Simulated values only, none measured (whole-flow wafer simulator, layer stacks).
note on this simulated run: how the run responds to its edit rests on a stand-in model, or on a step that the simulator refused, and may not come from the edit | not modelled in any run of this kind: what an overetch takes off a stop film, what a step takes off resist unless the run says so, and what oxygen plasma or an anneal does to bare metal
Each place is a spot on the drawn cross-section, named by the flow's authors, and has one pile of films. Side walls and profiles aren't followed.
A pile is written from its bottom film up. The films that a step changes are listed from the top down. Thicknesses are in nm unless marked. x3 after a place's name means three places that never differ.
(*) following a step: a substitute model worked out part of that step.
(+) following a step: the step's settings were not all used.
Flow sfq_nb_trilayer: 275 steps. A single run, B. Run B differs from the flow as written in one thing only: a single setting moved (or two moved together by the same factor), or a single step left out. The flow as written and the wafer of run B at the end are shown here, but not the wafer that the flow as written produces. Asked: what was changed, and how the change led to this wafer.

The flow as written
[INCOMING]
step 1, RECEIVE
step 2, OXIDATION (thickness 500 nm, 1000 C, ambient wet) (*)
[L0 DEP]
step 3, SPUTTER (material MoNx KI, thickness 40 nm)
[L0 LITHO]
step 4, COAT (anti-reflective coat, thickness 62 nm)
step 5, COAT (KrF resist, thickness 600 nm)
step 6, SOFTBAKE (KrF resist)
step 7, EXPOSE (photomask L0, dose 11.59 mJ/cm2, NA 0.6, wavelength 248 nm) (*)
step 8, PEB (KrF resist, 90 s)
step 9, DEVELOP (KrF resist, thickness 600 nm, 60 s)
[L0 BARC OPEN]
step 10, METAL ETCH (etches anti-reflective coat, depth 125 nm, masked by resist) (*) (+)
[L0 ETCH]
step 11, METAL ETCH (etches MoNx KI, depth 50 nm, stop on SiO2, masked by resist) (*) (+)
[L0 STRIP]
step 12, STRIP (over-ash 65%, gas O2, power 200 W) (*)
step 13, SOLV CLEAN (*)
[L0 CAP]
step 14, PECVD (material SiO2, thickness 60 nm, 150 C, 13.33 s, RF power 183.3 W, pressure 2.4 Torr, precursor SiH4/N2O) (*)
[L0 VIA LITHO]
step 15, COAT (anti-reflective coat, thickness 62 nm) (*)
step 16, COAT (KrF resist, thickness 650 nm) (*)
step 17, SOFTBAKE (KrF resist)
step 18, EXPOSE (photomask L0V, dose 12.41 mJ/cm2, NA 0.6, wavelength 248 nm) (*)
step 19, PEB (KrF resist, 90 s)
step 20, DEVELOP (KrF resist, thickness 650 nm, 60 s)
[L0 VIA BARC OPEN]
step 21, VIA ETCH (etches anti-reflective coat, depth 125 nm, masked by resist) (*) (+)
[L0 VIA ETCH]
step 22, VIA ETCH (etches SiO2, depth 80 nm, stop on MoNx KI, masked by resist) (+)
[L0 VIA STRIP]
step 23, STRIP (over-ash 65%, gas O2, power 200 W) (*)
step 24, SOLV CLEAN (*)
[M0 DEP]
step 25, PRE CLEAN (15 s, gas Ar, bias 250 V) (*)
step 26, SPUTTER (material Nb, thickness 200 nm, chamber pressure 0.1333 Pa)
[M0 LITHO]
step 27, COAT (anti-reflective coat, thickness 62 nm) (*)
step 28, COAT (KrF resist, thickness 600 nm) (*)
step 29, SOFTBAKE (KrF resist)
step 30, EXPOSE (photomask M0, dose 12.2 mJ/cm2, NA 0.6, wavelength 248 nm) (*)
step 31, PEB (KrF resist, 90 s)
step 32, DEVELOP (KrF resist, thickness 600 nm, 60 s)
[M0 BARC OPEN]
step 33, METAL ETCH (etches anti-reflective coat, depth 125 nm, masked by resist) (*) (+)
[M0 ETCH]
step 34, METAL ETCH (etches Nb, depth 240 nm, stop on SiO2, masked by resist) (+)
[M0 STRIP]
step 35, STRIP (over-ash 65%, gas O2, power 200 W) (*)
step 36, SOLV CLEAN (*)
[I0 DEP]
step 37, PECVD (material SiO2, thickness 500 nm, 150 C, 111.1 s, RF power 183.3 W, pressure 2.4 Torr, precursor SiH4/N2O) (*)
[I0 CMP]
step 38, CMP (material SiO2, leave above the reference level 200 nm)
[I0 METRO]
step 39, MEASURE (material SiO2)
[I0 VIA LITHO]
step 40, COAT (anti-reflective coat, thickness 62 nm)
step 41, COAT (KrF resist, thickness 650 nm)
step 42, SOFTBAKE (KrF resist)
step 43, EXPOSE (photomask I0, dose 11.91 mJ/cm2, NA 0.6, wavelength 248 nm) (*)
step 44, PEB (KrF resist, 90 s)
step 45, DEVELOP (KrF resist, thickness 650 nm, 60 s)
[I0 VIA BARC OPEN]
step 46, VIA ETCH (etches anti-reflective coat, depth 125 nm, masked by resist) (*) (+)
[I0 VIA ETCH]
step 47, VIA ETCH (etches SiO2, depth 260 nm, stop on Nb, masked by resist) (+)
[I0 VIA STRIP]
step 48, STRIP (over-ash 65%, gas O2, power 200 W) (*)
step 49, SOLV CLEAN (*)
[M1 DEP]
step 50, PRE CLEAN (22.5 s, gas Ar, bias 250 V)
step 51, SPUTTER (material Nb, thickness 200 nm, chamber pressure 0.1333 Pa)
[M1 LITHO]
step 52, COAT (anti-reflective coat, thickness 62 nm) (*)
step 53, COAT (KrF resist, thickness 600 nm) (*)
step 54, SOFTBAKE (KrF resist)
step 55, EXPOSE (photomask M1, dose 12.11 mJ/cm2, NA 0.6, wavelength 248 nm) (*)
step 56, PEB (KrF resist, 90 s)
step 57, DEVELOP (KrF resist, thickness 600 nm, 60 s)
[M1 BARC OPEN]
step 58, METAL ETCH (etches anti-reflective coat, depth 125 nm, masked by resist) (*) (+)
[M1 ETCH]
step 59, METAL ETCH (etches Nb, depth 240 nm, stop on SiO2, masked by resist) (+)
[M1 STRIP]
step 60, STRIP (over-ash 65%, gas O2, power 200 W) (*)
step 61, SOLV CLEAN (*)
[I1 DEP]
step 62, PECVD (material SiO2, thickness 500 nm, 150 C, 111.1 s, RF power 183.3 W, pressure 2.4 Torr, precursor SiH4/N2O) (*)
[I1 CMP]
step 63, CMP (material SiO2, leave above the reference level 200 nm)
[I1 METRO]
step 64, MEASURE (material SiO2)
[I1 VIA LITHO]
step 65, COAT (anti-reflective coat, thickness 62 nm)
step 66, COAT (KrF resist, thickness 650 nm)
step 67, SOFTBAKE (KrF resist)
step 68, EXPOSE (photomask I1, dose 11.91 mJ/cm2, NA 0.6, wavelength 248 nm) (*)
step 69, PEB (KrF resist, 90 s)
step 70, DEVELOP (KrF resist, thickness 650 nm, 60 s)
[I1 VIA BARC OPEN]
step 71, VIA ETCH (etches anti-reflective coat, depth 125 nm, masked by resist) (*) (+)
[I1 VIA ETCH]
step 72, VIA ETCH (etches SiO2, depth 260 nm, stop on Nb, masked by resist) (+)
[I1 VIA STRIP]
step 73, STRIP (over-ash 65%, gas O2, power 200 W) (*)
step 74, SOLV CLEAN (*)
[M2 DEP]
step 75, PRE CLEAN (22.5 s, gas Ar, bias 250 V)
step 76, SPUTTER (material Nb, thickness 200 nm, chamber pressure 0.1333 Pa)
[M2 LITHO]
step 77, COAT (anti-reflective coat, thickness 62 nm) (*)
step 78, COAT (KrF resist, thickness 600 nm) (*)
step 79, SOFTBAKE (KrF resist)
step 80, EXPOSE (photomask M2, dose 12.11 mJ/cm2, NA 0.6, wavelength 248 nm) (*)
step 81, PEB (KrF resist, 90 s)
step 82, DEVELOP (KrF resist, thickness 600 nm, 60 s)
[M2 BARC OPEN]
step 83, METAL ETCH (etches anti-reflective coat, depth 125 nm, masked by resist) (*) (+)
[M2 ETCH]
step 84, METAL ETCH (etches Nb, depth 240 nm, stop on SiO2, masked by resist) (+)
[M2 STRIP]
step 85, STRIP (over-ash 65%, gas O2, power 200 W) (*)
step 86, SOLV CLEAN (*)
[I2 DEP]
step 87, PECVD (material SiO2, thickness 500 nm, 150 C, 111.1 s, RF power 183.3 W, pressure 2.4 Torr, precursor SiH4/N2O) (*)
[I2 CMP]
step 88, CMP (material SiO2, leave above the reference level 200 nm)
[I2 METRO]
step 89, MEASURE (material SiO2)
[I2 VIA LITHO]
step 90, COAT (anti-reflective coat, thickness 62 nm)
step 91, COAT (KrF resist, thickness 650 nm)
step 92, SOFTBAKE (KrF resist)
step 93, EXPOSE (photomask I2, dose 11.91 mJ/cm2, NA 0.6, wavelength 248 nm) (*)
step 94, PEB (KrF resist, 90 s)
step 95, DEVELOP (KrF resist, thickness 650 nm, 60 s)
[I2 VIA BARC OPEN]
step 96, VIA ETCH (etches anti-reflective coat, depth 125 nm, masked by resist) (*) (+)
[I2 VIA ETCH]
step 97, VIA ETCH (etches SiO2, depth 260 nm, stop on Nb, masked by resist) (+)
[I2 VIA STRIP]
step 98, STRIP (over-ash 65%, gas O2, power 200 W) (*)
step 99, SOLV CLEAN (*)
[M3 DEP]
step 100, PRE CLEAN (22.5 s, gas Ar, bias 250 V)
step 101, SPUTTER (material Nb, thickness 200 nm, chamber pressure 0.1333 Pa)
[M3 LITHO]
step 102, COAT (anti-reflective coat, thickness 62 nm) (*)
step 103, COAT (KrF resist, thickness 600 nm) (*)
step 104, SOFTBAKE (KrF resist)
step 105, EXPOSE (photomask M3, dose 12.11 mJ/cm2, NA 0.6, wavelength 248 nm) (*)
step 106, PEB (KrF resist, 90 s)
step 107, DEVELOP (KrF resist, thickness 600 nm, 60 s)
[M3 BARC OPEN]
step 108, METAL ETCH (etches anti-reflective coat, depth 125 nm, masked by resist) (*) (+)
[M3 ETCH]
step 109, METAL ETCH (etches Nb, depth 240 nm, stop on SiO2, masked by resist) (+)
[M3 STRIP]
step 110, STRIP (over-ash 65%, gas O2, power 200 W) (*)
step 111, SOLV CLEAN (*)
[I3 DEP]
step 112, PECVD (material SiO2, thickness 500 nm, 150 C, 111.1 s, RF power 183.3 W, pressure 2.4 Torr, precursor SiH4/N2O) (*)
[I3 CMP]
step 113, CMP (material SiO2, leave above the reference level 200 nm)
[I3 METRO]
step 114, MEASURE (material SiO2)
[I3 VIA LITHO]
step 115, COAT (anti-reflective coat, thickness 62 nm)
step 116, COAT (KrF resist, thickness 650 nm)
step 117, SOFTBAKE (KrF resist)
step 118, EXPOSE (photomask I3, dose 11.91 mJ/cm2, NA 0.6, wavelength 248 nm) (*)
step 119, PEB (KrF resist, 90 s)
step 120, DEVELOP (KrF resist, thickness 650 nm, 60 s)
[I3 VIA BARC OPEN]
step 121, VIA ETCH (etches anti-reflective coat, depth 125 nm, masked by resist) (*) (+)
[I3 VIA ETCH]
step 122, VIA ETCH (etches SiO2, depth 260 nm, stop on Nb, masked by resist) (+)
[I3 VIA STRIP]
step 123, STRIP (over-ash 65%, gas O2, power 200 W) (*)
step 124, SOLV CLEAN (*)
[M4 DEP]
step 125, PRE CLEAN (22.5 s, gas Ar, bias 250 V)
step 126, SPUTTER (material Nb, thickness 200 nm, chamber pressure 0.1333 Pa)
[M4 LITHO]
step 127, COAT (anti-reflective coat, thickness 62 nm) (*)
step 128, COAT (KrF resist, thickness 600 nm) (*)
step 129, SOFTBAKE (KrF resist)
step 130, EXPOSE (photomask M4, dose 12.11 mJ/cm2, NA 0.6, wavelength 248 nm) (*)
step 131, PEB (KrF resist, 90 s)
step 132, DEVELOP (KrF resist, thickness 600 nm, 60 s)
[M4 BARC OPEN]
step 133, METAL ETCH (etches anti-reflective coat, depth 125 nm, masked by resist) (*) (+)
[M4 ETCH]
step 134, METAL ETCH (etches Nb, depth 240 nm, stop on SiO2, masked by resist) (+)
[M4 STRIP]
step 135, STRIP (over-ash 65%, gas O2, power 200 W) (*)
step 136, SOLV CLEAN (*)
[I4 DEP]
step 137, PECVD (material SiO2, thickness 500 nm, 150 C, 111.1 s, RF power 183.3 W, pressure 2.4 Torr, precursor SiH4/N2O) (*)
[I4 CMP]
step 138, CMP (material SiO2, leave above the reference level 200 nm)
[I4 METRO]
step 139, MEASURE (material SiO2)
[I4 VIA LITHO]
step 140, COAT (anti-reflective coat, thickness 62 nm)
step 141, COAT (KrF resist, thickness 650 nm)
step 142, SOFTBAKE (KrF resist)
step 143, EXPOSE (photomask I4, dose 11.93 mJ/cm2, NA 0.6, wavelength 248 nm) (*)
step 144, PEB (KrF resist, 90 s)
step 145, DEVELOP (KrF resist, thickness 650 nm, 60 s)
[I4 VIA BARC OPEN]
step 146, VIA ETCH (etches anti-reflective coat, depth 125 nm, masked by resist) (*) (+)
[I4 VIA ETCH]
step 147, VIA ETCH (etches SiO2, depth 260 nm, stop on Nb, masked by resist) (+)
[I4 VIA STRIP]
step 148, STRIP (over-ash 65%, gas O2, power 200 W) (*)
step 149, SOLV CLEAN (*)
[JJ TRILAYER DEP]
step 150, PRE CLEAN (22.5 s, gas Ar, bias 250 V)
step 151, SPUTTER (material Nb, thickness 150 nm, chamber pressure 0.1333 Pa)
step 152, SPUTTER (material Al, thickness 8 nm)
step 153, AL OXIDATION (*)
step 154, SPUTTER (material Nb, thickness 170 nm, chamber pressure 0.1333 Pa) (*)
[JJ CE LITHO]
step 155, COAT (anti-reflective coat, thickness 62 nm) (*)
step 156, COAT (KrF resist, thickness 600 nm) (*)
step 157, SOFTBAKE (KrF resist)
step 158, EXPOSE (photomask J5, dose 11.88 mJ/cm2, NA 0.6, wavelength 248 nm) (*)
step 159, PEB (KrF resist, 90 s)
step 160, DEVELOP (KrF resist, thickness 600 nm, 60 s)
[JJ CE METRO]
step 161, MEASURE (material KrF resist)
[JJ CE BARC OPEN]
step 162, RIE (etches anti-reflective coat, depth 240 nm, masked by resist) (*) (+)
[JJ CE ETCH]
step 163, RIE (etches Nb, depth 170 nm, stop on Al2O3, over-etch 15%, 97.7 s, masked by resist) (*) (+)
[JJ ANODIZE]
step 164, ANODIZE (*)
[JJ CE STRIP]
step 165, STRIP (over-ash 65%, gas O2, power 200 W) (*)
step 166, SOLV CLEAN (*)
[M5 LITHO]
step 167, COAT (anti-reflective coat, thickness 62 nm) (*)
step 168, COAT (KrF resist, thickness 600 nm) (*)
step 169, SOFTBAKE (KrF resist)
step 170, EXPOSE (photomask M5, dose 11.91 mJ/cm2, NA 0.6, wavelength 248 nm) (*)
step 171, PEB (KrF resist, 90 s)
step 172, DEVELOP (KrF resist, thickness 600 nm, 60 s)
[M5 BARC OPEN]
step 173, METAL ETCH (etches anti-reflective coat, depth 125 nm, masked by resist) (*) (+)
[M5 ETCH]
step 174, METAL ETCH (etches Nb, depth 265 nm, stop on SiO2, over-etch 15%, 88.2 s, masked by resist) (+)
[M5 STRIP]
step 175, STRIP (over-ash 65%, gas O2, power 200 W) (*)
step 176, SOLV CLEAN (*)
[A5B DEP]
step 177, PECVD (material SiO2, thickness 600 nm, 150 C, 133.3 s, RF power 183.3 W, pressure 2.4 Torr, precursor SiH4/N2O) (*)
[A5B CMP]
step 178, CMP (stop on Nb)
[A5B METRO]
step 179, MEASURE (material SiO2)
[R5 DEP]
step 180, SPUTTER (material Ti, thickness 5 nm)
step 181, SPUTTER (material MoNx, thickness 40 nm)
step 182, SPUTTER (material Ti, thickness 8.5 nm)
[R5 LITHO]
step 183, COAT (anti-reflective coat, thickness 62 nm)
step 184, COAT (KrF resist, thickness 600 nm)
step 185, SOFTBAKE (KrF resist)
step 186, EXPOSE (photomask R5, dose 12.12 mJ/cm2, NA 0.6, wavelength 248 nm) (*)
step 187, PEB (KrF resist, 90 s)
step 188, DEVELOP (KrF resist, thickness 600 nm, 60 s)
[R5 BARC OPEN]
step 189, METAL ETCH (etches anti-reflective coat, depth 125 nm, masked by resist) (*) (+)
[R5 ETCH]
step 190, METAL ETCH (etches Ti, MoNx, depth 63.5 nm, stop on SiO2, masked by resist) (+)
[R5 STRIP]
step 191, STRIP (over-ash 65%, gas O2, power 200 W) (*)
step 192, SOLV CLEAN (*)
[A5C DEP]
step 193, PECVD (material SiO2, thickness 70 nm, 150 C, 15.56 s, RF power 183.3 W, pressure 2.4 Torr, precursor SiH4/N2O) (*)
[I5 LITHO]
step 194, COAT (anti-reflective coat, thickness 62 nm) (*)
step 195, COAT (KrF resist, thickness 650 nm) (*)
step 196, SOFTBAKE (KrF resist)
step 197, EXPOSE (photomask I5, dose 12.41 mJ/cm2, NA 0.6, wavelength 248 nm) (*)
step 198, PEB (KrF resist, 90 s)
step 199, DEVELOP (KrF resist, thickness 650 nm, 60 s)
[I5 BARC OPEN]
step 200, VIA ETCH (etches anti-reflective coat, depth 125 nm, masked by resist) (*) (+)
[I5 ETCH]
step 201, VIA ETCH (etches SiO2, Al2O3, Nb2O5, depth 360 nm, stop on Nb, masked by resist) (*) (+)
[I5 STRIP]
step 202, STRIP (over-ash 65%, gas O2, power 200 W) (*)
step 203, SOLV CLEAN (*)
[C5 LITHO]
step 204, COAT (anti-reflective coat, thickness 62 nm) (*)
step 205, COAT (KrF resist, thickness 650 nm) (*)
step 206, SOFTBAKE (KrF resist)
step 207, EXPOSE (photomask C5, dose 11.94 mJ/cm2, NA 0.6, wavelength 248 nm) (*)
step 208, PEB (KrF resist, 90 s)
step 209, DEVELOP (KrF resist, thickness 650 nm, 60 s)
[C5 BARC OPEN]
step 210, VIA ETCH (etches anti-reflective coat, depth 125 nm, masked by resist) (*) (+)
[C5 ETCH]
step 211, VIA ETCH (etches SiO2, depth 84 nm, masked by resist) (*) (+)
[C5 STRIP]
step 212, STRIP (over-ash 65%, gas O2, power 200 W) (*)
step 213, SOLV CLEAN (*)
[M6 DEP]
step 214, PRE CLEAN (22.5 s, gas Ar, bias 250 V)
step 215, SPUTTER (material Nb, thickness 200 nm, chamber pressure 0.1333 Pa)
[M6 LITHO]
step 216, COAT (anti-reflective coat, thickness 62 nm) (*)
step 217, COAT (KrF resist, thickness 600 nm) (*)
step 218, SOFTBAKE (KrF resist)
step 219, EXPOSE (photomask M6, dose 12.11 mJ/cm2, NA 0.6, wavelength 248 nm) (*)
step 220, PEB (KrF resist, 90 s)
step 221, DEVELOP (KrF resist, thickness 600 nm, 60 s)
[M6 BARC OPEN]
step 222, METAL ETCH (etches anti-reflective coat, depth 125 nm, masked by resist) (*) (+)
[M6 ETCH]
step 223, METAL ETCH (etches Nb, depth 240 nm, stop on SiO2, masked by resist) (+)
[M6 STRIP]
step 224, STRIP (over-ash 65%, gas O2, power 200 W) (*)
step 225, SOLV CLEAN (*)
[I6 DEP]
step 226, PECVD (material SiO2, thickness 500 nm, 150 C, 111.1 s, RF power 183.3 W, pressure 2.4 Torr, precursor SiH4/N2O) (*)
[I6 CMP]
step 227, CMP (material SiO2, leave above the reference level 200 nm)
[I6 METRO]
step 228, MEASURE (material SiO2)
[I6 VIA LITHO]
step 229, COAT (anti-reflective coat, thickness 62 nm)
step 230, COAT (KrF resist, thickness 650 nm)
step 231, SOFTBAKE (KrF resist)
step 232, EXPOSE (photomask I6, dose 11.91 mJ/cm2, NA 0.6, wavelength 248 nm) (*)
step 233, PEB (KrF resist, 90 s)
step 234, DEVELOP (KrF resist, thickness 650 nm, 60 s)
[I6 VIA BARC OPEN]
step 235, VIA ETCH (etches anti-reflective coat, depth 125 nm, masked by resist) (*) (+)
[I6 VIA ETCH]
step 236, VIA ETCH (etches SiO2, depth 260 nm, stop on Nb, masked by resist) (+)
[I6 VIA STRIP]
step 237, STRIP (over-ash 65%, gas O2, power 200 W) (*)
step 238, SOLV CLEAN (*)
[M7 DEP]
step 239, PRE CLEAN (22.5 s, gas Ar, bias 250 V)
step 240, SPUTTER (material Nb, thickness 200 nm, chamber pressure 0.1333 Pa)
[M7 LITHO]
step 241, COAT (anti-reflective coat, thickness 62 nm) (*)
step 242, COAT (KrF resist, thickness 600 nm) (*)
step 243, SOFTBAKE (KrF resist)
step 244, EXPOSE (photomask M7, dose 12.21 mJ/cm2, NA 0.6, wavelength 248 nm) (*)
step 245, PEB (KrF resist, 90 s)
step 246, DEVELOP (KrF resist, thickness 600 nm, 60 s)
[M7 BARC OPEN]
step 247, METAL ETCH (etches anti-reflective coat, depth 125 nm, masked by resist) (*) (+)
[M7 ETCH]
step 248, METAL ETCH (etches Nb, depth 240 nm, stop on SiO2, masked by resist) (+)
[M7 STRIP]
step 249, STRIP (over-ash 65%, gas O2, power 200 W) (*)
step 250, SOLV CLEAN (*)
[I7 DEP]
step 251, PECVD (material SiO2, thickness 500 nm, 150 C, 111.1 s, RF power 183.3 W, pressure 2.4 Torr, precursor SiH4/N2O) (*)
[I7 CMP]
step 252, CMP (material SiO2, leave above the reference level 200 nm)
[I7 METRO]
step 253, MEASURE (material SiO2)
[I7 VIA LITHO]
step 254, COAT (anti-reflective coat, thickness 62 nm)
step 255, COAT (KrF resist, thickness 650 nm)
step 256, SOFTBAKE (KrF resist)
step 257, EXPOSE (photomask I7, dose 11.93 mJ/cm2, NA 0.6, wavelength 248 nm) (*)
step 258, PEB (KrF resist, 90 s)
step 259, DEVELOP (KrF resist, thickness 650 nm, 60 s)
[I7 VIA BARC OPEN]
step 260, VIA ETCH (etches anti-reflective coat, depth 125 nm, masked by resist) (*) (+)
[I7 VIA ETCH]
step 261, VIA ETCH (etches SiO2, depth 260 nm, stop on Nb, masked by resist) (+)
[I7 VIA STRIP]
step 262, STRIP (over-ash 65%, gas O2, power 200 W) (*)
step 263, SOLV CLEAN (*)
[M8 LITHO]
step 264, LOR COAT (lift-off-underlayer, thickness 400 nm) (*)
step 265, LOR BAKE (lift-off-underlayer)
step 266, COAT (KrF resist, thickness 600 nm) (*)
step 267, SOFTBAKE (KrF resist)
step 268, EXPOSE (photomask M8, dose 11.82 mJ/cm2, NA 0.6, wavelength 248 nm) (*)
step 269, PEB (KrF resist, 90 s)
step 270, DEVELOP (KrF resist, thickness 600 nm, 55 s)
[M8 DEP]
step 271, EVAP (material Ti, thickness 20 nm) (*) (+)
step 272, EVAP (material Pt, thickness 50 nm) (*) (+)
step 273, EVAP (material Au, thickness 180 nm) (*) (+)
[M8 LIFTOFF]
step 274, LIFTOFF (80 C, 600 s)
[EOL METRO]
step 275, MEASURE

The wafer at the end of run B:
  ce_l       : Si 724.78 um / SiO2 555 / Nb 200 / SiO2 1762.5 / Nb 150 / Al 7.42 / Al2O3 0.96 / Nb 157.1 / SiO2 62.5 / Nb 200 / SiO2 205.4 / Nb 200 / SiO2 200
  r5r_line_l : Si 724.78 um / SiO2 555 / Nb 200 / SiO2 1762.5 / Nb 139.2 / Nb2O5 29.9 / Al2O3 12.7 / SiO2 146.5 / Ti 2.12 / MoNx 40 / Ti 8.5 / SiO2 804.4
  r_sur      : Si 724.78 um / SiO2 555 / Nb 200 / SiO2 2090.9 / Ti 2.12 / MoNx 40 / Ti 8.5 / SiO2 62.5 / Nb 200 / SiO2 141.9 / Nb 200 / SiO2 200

Cause: step 180, SPUTTER: thickness 2.12 nm was run, though the flow has thickness 5 nm.
The wafer itself shows it: r5r_line_l has Ti 2.12, and step 180 as written asks for 5 nm.

Step by step, how the change led to this:
  step 180, SPUTTER (material Ti, thickness 5 nm)
      field_l, v_sur, via_wl and 103 more: Ti gains 2.12 (new film) (in the flow as written it would be: Ti gains 5 (new film))
  step 190, METAL ETCH (etches Ti, MoNx, depth 63.5 nm, stop on SiO2, masked by resist) (+)
      field_l, v_sur, via_wl and 92 more: Ti loses 8.5 (all of it), MoNx loses 40 (all of it), Ti loses 2.12 (all of it) (in the flow as written it would be: Ti loses 8.5 (all of it), MoNx loses 40 (all of it), Ti loses 5 (all of it))
      ce_l, c5j, ce_r, wl_jj: Ti loses 8.5 (all of it), MoNx loses 40 (all of it), Ti loses 2.12 (all of it), Nb loses 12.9 (in the flow as written it would be: Ti loses 8.5 (all of it), MoNx loses 40 (all of it), Ti loses 5 (all of it), Nb loses 10)
